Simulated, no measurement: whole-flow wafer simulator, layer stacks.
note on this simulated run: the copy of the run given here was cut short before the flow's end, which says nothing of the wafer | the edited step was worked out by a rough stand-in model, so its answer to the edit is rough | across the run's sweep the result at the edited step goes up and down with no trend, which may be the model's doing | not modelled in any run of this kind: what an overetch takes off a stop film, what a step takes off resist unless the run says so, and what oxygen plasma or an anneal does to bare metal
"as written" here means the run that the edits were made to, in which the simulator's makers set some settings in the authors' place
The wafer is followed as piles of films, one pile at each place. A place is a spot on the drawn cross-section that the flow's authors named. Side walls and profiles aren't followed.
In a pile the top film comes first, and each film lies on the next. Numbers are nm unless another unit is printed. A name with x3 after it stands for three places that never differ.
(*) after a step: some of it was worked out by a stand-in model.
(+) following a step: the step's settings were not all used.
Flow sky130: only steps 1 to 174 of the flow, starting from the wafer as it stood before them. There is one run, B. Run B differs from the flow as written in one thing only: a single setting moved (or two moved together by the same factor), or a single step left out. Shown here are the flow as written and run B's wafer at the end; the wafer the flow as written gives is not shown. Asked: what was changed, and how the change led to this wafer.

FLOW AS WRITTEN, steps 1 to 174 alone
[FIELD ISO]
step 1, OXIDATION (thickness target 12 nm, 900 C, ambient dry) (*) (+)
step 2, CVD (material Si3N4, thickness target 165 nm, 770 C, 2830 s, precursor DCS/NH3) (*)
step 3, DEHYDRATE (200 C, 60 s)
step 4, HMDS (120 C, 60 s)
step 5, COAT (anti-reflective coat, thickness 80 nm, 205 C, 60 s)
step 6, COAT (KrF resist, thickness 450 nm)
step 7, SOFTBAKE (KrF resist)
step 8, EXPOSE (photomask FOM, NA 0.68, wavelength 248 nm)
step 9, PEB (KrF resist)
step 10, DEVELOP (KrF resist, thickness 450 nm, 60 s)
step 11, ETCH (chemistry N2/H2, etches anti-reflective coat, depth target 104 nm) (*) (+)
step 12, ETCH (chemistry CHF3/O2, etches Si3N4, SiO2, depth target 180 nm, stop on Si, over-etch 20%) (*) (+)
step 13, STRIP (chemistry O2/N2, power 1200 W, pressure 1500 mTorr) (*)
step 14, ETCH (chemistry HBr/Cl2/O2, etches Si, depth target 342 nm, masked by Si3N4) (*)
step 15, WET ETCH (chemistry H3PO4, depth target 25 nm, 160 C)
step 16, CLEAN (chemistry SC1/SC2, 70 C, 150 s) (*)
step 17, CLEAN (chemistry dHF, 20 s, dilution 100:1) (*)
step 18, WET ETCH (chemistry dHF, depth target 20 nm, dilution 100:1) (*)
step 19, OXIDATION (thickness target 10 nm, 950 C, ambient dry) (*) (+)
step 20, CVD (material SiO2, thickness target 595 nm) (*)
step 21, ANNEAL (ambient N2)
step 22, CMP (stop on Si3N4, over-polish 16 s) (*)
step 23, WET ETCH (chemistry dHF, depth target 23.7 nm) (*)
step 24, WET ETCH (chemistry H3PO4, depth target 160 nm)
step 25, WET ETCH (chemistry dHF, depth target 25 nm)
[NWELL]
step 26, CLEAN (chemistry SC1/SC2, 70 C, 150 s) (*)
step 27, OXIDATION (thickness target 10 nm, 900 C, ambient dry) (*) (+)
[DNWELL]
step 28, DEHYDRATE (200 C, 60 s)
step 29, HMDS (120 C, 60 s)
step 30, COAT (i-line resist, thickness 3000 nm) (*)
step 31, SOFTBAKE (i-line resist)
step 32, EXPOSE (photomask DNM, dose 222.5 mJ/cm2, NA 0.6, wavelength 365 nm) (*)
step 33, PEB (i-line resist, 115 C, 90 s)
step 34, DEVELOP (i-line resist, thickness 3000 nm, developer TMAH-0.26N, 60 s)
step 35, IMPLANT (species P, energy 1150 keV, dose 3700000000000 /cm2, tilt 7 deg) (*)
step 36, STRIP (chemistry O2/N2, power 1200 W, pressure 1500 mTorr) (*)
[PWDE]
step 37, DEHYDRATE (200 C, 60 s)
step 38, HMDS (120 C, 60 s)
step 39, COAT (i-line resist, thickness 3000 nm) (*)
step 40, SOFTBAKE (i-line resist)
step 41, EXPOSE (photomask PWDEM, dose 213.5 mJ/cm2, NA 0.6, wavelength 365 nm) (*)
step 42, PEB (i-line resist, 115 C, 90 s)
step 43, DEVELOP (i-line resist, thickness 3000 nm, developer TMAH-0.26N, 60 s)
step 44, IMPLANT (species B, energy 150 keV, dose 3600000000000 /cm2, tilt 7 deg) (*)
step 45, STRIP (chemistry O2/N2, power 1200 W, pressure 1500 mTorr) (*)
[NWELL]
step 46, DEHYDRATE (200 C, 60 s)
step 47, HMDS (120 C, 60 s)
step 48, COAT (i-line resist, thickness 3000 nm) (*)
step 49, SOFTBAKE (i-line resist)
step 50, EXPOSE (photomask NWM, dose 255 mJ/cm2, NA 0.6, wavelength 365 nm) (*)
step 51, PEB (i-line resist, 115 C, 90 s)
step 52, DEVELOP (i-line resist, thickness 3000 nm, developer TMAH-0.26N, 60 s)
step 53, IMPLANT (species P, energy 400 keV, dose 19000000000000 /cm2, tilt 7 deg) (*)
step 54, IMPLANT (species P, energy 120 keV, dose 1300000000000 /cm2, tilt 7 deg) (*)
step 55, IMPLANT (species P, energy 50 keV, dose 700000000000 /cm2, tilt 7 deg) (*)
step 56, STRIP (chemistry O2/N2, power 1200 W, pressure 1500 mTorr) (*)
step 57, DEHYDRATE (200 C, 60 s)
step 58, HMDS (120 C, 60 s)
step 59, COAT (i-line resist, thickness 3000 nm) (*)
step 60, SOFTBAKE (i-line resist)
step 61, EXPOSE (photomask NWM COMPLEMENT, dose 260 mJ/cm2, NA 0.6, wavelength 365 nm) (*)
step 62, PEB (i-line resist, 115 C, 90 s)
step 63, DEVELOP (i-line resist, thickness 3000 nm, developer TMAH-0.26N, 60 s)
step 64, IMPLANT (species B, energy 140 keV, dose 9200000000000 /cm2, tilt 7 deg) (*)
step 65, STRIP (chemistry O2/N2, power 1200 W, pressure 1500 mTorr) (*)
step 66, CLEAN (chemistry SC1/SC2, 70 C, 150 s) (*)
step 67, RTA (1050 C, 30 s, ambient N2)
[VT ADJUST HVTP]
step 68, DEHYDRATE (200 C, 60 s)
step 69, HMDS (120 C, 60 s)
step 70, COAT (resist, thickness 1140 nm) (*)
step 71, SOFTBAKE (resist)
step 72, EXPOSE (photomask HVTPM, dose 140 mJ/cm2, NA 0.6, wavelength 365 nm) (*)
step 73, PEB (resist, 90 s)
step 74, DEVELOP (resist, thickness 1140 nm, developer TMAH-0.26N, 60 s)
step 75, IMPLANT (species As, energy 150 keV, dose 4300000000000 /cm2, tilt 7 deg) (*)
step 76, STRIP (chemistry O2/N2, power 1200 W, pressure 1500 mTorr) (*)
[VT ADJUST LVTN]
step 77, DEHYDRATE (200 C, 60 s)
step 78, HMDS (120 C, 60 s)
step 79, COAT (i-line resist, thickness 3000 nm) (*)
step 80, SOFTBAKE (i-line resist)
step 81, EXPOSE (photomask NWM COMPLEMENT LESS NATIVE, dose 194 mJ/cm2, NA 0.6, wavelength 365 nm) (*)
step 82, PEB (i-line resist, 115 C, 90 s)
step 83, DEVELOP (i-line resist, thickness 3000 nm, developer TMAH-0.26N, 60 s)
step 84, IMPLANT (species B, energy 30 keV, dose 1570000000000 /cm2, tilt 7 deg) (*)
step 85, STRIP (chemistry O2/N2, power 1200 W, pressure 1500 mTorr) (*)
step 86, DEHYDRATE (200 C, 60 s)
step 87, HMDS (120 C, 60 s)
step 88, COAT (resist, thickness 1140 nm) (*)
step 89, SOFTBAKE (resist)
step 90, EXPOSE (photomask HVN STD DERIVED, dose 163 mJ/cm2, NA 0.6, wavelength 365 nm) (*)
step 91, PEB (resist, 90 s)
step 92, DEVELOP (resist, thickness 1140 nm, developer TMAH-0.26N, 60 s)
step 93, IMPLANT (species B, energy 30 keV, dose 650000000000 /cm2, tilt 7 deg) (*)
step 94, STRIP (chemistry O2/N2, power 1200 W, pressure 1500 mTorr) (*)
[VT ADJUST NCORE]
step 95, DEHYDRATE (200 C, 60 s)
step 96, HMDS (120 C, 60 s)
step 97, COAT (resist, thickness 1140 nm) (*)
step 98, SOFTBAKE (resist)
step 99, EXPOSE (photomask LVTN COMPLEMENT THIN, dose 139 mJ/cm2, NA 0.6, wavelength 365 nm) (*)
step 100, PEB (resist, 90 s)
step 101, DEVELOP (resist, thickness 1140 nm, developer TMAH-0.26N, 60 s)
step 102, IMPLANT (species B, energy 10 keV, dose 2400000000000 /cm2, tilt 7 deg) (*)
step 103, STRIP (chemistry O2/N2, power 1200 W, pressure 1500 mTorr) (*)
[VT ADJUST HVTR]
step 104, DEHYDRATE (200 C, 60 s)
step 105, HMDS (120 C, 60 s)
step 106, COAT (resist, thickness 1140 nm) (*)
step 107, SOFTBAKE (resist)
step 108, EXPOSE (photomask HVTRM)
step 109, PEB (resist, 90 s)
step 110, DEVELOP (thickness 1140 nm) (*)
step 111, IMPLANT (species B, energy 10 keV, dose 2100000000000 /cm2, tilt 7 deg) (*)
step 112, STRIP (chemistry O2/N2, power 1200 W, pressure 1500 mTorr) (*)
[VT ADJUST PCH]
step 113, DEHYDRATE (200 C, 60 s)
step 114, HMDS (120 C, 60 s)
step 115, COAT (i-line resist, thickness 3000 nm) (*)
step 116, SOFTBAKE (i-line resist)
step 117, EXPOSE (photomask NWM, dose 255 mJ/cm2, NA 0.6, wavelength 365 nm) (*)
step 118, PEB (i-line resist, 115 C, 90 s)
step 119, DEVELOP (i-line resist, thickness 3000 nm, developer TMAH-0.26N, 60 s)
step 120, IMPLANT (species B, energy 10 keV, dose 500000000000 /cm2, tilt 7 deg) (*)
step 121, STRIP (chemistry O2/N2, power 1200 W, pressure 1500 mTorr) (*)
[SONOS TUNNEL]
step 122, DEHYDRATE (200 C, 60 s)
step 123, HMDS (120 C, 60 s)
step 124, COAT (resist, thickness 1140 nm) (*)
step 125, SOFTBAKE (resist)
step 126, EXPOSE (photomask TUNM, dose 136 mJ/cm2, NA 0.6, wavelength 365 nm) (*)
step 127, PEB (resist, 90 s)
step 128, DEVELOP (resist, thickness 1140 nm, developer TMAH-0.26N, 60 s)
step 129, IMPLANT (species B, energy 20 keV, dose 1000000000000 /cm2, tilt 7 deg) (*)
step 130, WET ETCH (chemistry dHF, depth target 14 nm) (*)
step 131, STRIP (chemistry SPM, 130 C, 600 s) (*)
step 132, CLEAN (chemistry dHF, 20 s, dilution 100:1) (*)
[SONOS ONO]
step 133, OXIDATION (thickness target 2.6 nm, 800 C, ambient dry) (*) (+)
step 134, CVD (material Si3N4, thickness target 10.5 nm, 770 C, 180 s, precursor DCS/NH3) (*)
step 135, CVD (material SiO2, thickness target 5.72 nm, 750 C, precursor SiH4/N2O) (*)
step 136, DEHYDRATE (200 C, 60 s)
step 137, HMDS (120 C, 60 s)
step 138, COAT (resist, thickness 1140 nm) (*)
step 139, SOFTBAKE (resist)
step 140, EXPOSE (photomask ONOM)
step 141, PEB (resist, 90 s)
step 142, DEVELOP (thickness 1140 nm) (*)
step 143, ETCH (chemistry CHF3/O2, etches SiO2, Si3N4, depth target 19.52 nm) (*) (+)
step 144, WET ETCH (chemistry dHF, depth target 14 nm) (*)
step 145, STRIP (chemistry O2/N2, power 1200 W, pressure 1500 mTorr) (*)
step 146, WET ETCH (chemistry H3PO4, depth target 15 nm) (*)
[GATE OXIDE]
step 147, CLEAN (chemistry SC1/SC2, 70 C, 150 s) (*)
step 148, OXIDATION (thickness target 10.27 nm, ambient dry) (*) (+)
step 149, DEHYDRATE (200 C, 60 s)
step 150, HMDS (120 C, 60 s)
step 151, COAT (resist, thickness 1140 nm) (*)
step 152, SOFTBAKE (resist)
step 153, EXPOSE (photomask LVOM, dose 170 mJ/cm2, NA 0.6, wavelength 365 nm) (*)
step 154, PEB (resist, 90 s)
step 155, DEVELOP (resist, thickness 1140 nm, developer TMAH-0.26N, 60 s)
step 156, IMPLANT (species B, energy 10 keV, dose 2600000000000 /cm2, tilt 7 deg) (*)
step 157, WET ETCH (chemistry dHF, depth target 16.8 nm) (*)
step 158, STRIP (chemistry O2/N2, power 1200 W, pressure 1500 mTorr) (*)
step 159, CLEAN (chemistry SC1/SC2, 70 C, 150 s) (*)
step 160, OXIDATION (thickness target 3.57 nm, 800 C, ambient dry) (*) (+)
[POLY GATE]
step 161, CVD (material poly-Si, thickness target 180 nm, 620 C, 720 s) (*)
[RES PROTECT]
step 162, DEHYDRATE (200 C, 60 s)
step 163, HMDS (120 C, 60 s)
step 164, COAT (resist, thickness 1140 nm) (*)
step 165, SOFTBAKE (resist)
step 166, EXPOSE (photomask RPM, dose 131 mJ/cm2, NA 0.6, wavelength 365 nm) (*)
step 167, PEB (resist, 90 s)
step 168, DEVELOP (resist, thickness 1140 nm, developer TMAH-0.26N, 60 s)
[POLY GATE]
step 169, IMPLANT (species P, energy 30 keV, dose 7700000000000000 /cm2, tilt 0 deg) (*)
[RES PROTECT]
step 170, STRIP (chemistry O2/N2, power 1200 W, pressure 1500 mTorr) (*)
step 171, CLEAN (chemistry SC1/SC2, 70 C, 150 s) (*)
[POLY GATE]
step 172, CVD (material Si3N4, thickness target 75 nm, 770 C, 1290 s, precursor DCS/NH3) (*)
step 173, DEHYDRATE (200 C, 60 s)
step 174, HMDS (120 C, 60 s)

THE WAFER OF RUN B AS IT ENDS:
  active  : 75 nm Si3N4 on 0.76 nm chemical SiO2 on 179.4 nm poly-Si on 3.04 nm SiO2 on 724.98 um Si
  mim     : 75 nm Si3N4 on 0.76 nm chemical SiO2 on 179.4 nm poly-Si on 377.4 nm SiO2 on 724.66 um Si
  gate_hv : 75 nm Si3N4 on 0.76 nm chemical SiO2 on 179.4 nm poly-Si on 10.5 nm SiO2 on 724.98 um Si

What caused this: step 160, OXIDATION: thickness target 3.04 nm was run, while the flow as written has thickness target 3.57 nm.
The wafer itself shows it: active has SiO2 3.04, and step 160 as written asks for 3.57 nm.

Step by step, how the change led to this:
  step 160, OXIDATION (thickness target 3.57 nm, 800 C, ambient dry) (*) (+)
      active, n_well, p_well x4 and 55 more: +3.04 SiO2 (new film), -0.76 chemical SiO2 (all of it), -1 Si (in the flow as written it would be: +3.57 SiO2 (new film), -0.76 chemical SiO2 (all of it), -1.24 Si)
